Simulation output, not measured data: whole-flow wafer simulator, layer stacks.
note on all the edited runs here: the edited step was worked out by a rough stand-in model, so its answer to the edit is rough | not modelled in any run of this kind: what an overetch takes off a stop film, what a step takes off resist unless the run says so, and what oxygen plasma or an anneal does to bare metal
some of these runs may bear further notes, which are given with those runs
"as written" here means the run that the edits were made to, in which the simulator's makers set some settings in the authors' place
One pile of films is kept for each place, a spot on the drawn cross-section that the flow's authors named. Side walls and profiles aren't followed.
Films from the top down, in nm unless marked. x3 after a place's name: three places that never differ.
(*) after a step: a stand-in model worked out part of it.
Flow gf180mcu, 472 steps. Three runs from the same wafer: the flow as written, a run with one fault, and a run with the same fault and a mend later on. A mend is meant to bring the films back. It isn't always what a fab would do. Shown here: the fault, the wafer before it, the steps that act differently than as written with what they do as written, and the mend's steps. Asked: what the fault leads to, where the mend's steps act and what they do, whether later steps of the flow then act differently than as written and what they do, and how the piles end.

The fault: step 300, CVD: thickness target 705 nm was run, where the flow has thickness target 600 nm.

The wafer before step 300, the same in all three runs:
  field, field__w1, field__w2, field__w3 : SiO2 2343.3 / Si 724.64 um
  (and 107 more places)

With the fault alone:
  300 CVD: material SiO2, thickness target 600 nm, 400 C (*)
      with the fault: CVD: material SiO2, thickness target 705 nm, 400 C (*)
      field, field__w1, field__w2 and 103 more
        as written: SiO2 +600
        with the fault: SiO2 +705
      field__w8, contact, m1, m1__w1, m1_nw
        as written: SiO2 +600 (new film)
        with the fault: SiO2 +705 (new film)
  Later steps of the flow that act differently than as written:
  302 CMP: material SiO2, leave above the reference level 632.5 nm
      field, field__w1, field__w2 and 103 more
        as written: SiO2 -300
        with the fault: SiO2 -405
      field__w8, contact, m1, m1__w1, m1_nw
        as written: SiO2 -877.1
        with the fault: SiO2 -982.1
  At the end the piles are the same as the flow's at every place that both follow.

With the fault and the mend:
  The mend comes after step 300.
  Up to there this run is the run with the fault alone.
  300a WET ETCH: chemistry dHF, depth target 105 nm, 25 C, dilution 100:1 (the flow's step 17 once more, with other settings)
      field, field__w1, field__w2 and 108 more
        SiO2 -105
  No later step of the flow acts differently than as written at any place that is followed.
  At the end the piles are the same as the flow's at every place that both follow.
